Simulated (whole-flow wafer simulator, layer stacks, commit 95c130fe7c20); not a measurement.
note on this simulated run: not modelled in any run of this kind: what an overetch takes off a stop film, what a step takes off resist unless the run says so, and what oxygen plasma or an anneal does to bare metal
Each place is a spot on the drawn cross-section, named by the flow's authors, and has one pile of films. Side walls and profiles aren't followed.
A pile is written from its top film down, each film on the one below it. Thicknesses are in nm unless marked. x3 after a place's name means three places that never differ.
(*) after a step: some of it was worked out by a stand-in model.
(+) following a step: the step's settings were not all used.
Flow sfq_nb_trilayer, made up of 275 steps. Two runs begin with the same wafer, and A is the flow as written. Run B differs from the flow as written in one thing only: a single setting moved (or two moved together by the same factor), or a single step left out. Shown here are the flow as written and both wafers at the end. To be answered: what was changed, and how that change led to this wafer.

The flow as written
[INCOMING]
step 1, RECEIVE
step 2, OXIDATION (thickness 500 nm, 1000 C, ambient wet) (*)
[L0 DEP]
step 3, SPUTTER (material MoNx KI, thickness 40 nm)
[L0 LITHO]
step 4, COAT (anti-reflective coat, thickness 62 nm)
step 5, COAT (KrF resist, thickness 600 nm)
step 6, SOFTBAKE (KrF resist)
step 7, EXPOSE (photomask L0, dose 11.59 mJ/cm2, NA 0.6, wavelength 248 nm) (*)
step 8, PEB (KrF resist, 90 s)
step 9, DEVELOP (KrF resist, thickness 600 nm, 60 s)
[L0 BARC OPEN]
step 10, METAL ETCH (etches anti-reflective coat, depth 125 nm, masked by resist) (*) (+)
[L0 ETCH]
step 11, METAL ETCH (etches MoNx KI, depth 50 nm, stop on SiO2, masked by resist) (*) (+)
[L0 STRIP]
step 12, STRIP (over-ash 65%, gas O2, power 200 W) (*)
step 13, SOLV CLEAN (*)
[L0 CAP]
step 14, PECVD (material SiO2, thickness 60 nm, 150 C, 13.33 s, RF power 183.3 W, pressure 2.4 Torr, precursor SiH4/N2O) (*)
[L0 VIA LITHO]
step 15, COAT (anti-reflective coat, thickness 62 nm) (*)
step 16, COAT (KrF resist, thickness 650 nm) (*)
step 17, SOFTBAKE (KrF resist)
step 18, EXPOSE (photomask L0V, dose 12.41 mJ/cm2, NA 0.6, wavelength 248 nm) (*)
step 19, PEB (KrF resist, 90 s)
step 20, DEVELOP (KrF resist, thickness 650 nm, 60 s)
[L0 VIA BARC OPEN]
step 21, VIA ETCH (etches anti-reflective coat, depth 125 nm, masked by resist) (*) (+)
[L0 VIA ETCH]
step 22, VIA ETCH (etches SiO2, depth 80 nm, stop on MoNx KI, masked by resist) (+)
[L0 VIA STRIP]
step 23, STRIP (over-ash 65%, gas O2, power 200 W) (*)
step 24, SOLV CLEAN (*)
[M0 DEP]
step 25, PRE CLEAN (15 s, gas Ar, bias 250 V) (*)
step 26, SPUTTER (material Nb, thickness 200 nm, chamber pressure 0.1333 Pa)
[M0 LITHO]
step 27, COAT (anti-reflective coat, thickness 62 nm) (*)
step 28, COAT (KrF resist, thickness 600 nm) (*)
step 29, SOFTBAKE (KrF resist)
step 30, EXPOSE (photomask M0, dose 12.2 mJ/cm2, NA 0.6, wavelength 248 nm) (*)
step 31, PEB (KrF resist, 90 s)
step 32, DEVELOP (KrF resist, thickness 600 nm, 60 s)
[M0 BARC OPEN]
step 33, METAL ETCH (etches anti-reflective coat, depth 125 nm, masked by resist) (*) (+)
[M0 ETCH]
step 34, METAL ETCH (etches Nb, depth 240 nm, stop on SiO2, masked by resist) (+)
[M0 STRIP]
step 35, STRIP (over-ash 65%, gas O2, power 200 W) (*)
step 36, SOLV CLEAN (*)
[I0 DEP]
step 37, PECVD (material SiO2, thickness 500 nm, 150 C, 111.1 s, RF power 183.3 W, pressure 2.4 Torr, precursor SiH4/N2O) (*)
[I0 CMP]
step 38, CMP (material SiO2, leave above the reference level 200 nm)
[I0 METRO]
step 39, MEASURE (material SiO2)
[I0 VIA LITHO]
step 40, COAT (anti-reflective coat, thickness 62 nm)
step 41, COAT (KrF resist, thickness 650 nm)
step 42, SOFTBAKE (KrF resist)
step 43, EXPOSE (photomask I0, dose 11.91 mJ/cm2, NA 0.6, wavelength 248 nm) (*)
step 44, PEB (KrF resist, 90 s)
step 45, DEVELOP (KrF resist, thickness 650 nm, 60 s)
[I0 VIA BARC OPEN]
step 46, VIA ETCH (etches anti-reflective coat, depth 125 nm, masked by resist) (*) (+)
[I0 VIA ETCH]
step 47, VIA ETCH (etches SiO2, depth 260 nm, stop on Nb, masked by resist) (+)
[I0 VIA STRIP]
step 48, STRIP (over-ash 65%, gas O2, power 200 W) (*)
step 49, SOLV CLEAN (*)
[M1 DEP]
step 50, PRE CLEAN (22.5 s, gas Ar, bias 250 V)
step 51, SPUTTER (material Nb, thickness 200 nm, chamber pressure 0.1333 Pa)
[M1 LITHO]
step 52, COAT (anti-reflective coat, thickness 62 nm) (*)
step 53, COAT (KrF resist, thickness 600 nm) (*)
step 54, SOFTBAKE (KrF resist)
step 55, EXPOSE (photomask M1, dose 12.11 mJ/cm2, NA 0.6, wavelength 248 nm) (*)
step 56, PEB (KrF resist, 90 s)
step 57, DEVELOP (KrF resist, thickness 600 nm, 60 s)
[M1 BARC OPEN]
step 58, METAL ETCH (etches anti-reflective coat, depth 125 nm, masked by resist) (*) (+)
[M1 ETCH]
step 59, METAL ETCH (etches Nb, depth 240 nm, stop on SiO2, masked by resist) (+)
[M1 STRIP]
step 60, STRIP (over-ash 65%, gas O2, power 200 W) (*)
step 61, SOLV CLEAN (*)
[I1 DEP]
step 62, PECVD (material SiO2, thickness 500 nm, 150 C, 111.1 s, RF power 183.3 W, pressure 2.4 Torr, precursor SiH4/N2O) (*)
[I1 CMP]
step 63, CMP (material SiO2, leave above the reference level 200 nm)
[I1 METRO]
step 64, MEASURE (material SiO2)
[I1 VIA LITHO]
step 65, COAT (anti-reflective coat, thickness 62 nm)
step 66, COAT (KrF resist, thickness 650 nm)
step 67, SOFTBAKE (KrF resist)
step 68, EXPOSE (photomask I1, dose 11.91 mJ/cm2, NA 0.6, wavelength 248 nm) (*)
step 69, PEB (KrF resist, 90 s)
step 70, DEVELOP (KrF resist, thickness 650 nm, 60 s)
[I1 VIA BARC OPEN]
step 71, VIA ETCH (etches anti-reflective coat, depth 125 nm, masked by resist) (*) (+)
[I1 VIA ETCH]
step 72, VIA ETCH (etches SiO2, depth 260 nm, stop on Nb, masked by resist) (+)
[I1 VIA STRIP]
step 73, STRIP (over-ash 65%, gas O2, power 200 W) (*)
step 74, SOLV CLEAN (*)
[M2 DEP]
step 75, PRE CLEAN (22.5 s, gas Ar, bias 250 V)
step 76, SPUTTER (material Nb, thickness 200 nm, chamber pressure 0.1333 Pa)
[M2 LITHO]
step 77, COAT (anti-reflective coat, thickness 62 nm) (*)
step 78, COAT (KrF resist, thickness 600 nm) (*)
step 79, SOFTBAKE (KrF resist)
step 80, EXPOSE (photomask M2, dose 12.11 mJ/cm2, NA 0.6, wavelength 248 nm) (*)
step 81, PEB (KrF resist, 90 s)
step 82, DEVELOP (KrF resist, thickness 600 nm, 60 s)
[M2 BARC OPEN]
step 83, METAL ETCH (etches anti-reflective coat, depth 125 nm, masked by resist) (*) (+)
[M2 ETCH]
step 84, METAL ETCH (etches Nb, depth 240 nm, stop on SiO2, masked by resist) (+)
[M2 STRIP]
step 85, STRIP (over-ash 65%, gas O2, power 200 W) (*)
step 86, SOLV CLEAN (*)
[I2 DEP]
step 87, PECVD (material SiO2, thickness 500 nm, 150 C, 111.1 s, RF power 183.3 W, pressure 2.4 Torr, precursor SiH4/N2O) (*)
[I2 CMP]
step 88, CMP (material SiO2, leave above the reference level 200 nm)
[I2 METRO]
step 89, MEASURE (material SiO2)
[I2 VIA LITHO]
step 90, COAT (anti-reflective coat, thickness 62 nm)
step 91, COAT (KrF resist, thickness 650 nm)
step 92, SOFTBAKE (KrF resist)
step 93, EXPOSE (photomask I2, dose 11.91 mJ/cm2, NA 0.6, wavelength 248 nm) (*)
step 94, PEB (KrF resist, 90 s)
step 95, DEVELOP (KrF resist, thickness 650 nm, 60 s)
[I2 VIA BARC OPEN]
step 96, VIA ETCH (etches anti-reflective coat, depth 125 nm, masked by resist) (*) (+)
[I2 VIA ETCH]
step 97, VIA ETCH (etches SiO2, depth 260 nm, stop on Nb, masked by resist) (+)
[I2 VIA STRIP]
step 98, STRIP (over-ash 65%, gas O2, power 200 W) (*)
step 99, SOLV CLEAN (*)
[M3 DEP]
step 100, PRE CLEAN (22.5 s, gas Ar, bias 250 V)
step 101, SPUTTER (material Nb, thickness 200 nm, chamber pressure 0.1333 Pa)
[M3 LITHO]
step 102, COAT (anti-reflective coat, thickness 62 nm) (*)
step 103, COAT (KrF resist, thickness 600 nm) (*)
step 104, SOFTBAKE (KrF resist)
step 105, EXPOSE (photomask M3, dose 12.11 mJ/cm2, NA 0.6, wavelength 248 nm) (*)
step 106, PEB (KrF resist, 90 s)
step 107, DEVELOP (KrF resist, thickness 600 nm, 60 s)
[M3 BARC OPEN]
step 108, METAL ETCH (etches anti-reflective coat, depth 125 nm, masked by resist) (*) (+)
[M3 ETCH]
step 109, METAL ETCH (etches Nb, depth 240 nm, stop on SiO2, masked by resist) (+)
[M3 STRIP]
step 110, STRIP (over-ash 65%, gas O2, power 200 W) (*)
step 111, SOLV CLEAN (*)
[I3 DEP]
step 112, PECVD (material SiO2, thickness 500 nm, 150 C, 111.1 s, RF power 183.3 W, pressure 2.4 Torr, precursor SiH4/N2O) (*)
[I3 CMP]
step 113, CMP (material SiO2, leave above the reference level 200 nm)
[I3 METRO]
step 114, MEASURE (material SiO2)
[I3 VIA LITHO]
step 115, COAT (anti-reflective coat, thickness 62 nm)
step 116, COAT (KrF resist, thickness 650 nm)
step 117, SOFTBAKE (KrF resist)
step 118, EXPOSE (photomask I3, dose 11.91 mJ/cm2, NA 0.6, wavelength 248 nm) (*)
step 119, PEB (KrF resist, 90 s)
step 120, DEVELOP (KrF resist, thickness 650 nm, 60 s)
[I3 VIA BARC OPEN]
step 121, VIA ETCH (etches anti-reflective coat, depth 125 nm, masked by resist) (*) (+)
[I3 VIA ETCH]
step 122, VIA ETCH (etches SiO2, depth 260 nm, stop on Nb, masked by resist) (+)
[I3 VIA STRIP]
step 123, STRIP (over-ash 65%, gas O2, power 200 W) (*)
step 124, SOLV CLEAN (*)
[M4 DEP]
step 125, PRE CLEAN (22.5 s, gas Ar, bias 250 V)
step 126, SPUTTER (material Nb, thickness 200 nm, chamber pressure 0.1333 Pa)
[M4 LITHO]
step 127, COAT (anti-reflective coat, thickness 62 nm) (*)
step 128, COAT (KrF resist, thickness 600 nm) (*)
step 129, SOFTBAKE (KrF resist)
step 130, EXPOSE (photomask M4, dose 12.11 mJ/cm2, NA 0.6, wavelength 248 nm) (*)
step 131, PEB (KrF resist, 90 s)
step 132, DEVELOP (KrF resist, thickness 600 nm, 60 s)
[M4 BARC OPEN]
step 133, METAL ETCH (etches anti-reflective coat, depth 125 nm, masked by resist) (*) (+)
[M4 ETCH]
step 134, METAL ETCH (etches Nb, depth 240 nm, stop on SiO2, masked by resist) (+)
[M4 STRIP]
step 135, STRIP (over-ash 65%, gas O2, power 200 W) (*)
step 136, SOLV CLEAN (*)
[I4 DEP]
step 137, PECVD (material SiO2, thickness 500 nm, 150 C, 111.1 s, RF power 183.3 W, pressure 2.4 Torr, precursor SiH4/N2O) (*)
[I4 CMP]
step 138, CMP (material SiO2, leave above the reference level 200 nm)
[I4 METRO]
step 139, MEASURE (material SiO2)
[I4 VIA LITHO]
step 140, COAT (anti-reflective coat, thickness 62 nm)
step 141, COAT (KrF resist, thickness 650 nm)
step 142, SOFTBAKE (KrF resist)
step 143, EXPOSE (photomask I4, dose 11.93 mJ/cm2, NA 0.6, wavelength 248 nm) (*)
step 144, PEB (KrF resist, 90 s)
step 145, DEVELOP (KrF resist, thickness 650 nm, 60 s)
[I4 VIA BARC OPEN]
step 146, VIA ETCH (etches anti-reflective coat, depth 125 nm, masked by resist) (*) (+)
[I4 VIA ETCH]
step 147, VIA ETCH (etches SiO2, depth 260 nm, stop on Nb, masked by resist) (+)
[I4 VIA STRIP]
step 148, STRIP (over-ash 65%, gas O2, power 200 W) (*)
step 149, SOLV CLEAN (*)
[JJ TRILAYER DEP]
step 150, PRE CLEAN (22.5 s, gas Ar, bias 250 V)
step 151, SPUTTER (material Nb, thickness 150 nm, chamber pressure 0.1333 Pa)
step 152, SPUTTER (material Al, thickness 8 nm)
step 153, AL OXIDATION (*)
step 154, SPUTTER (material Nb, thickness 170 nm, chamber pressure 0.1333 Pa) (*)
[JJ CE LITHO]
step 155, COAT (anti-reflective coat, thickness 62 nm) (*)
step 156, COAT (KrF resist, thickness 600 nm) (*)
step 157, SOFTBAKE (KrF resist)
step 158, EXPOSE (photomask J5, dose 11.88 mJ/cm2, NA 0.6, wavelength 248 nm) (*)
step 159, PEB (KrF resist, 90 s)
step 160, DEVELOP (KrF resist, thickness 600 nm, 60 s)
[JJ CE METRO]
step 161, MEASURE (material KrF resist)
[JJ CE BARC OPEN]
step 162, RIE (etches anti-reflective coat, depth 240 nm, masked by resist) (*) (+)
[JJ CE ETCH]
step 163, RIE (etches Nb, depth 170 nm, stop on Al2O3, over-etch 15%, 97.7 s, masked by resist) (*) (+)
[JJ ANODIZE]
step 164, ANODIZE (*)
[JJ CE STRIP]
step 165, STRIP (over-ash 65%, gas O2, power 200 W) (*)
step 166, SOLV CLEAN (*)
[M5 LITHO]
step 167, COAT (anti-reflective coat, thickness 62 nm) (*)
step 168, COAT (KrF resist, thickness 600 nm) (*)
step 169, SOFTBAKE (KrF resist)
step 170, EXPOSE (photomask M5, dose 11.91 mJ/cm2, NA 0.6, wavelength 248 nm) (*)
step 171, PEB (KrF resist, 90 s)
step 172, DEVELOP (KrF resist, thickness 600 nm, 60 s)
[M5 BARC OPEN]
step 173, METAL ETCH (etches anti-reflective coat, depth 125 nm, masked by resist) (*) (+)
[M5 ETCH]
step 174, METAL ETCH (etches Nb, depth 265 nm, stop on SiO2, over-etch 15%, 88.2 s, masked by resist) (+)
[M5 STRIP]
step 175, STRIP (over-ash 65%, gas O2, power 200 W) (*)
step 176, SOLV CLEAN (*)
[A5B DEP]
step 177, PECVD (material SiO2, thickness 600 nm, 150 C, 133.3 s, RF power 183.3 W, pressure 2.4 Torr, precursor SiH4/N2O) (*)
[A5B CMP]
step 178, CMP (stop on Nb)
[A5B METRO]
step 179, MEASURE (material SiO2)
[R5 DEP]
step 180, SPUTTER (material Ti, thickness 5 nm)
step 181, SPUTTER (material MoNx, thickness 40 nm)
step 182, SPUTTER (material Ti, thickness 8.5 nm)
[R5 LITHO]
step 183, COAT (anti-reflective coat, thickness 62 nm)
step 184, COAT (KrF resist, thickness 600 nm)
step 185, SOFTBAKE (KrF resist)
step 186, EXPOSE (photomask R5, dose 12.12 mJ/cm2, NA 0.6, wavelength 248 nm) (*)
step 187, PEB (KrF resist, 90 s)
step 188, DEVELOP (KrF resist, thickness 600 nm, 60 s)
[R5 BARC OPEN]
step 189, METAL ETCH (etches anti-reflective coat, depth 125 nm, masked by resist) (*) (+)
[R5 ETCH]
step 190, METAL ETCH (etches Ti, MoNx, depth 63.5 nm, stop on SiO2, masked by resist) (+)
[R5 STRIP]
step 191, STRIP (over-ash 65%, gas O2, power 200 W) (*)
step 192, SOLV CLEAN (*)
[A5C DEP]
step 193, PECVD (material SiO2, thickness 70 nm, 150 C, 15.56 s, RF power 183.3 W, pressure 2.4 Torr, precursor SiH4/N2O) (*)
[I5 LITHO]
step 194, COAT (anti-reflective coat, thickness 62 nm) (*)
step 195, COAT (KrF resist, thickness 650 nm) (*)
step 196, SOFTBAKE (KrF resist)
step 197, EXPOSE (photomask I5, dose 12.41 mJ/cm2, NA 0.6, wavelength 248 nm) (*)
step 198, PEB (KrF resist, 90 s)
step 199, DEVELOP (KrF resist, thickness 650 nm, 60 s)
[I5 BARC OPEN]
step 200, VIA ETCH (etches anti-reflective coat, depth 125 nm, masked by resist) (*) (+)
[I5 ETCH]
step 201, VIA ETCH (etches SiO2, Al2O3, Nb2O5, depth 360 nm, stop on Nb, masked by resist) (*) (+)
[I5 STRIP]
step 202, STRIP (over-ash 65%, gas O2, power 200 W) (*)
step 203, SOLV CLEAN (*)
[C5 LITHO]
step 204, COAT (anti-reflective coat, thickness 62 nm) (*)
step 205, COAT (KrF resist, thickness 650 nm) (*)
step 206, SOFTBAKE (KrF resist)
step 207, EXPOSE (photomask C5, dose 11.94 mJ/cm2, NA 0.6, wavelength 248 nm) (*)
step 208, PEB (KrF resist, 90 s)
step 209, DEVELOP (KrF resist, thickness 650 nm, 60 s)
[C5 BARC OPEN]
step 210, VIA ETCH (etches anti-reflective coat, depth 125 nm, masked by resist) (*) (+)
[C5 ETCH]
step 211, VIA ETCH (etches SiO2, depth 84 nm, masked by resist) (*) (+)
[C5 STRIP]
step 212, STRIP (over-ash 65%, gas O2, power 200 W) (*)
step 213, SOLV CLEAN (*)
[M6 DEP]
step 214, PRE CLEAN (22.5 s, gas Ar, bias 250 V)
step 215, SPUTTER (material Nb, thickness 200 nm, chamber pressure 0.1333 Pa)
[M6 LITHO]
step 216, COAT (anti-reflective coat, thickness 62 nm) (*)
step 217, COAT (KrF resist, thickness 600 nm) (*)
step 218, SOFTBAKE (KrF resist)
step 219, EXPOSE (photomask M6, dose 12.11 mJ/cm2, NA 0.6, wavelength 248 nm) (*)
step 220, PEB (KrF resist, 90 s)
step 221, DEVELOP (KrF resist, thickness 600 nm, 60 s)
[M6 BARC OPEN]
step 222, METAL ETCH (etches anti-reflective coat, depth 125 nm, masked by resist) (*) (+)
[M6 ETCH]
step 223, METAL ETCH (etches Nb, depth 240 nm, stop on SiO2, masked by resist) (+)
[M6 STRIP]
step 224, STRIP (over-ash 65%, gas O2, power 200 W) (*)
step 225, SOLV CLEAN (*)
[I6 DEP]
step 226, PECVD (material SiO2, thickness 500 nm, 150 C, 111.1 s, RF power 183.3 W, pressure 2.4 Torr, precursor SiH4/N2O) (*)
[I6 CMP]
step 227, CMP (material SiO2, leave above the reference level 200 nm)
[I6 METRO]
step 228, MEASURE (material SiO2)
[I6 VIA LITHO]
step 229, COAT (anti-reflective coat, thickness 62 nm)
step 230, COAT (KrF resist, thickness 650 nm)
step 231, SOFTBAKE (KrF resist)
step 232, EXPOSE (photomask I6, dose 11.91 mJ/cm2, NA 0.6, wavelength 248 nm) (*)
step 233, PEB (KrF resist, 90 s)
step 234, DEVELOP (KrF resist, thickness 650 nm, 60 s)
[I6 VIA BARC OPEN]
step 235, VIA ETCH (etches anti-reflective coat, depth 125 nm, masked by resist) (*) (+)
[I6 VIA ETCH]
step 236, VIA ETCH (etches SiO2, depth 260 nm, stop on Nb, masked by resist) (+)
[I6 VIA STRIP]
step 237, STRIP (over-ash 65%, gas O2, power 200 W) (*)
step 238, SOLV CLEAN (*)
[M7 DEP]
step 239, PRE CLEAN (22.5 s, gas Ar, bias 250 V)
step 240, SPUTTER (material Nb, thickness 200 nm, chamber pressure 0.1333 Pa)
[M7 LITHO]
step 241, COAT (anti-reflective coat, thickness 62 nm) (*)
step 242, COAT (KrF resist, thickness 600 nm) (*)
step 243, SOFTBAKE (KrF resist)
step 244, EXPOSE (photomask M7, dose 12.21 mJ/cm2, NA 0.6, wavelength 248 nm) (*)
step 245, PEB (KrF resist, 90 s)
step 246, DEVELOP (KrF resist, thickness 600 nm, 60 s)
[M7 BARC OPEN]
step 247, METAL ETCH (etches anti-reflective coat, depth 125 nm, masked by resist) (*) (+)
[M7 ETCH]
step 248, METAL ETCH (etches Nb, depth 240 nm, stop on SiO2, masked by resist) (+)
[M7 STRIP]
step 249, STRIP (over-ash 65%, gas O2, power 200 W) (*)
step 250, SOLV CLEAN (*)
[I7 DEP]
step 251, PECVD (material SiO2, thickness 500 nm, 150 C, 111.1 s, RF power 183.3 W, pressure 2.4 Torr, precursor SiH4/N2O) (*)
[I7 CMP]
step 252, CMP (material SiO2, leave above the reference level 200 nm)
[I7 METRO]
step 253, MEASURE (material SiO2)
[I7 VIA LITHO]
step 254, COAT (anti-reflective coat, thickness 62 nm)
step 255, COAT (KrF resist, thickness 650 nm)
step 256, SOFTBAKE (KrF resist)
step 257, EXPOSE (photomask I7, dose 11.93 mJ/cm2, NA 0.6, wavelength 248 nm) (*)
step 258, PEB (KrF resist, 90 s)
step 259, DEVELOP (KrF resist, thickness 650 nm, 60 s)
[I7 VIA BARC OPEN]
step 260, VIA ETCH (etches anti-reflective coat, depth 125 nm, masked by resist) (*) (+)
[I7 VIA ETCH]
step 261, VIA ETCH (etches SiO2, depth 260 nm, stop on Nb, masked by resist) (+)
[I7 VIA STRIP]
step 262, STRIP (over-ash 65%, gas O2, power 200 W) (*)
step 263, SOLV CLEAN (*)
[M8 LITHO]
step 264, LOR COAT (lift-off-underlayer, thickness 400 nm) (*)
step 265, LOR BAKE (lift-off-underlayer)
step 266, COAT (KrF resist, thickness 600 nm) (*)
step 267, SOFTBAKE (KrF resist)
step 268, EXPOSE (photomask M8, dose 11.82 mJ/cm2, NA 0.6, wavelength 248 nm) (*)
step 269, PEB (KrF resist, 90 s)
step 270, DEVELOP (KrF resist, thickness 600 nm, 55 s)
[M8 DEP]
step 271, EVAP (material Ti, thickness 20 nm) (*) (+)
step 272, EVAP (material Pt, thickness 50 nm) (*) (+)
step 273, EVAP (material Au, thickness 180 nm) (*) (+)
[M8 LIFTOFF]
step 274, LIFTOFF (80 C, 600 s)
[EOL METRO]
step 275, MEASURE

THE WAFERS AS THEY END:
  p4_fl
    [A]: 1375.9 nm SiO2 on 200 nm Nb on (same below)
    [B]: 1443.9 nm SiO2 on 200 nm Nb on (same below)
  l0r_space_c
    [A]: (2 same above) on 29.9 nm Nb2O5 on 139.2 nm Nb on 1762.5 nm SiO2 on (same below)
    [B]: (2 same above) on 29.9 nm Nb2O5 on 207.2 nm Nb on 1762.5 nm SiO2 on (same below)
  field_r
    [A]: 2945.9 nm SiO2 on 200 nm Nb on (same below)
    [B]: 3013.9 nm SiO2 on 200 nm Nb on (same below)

Cause: step 151, SPUTTER: thickness 218 nm was run, whereas the flow has thickness 150 nm.

How this came from the change, step by step:
  step 151, SPUTTER (material Nb, thickness 150 nm, chamber pressure 0.1333 Pa)
      field_l, v_sur, via_sp and 100 more: A +150 Nb (new film) | B +218 Nb (new film)
      via_wl, via_w, via_wr: A +130.4 Nb | B +190.3 Nb
  step 152, SPUTTER (material Al, thickness 8 nm)
      via_wl, via_wr: A +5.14 Al (new film) | B +4.6 Al (new film)
  step 154, SPUTTER (material Nb, thickness 170 nm, chamber pressure 0.1333 Pa) (*)
      via_wl, via_wr: A +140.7 Nb (new film) | B +136.9 Nb (new film)
      via_w: A +141 Nb (new film) | B +137.3 Nb (new film)
  step 155, COAT (anti-reflective coat, thickness 62 nm) (*)
      via_wl, via_wr: A +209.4 anti-reflective coat (new film) | B +230.7 anti-reflective coat (new film)
      via_w: A +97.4 anti-reflective coat (new film) | B +104.2 anti-reflective coat (new film)
  step 162, RIE (etches anti-reflective coat, depth 240 nm, masked by resist) (*) (+)
      ce_l, c5j, ce_r, wl_jj: A -209.4 KrF resist | B -230.7 KrF resist
      via_wl, via_wr: A -209.4 anti-reflective coat (all of it) | B -230.7 anti-reflective coat (all of it)
      (and at 1 other place as well)
  step 163, RIE (etches Nb, depth 170 nm, stop on Al2O3, over-etch 15%, 97.7 s, masked by resist) (*) (+)
      via_wl, via_wr: A -140.7 Nb (all of it), -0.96 Al2O3 (all of it) | B -136.9 Nb (all of it), -0.96 Al2O3 (all of it)
      via_w: A -141 Nb (all of it), -0.96 Al2O3 (all of it) | B -137.3 Nb (all of it), -0.96 Al2O3 (all of it)
  step 164, ANODIZE (*)
      via_wl, via_wr: A +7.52 Al2O3 (new film), +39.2 Nb2O5 (new film), -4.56 Al (all of it), -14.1 Nb | B +6.63 Al2O3 (new film), +40.8 Nb2O5 (new film), -4.02 Al (all of it), -14.7 Nb
      via_w: A +10.8 Al2O3 (new film), +33.3 Nb2O5 (new film), -6.54 Al (all of it), -12 Nb | B +10.4 Al2O3 (new film), +34.1 Nb2O5 (new film), -6.29 Al (all of it), -12.3 Nb
  step 165, STRIP (over-ash 65%, gas O2, power 200 W) (*)
      ce_l: A -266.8 KrF resist (all of it), -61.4 anti-reflective coat (all of it) | B -245.4 KrF resist (all of it), -61.4 anti-reflective coat (all of it)
      c5j: A -266.9 KrF resist (all of it), -61.5 anti-reflective coat (all of it) | B -245.5 KrF resist (all of it), -61.5 anti-reflective coat (all of it)
      (and at 2 other places as well)
  step 167, COAT (anti-reflective coat, thickness 62 nm) (*)
      v_sur: A +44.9 anti-reflective coat (new film) | B +41.1 anti-reflective coat (new film)
      via_wl: A +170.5 anti-reflective coat (new film) | B +155.2 anti-reflective coat (new film)
      (and at 3 other places as well)
  step 168, COAT (KrF resist, thickness 600 nm) (*)
      via_wl: A +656 KrF resist (new film) | B +672.7 KrF resist (new film)
      via_wr: A +656.6 KrF resist (new film) | B +673.5 KrF resist (new film)
  step 174, METAL ETCH (etches Nb, depth 265 nm, stop on SiO2, over-etch 15%, 88.2 s, masked by resist) (+)
      field_l, r_sur, res and 49 more: A -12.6 Al2O3 (all of it), -29.9 Nb2O5 (all of it), -139.2 Nb (all of it), -12.3 SiO2 | B -12.6 Al2O3 (all of it), -29.9 Nb2O5 (all of it), -207.2 Nb (all of it), -5.49 SiO2
      wl_a_sl: A -12.6 Al2O3 (all of it), -29.9 Nb2O5 (all of it), -139.2 Nb (all of it), -12.3 SiO2 | B -12.6 Al2O3 (all of it), -29.9 Nb2O5 (all of it), -207.2 Nb (all of it), -5.5 SiO2
  step 175, STRIP (over-ash 65%, gas O2, power 200 W) (*)
      v_sur: A -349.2 KrF resist (all of it), -44.9 anti-reflective coat (all of it) | B -347.9 KrF resist (all of it), -41.1 anti-reflective coat (all of it)
      via_wl: A -427 KrF resist (all of it), -170.5 anti-reflective coat (all of it) | B -443.7 KrF resist (all of it), -155.2 anti-reflective coat (all of it)
      (and at 3 other places as well)
  step 178, CMP (stop on Nb)
      field_l, p4_fl, p4_fm and 39 more: A -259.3 SiO2 | B -198.1 SiO2
      r_sur, res, r_end, moat, field_r, lsp_l: A -252.3 SiO2 | B -188.8 SiO2
      (and at 8 other places as well)
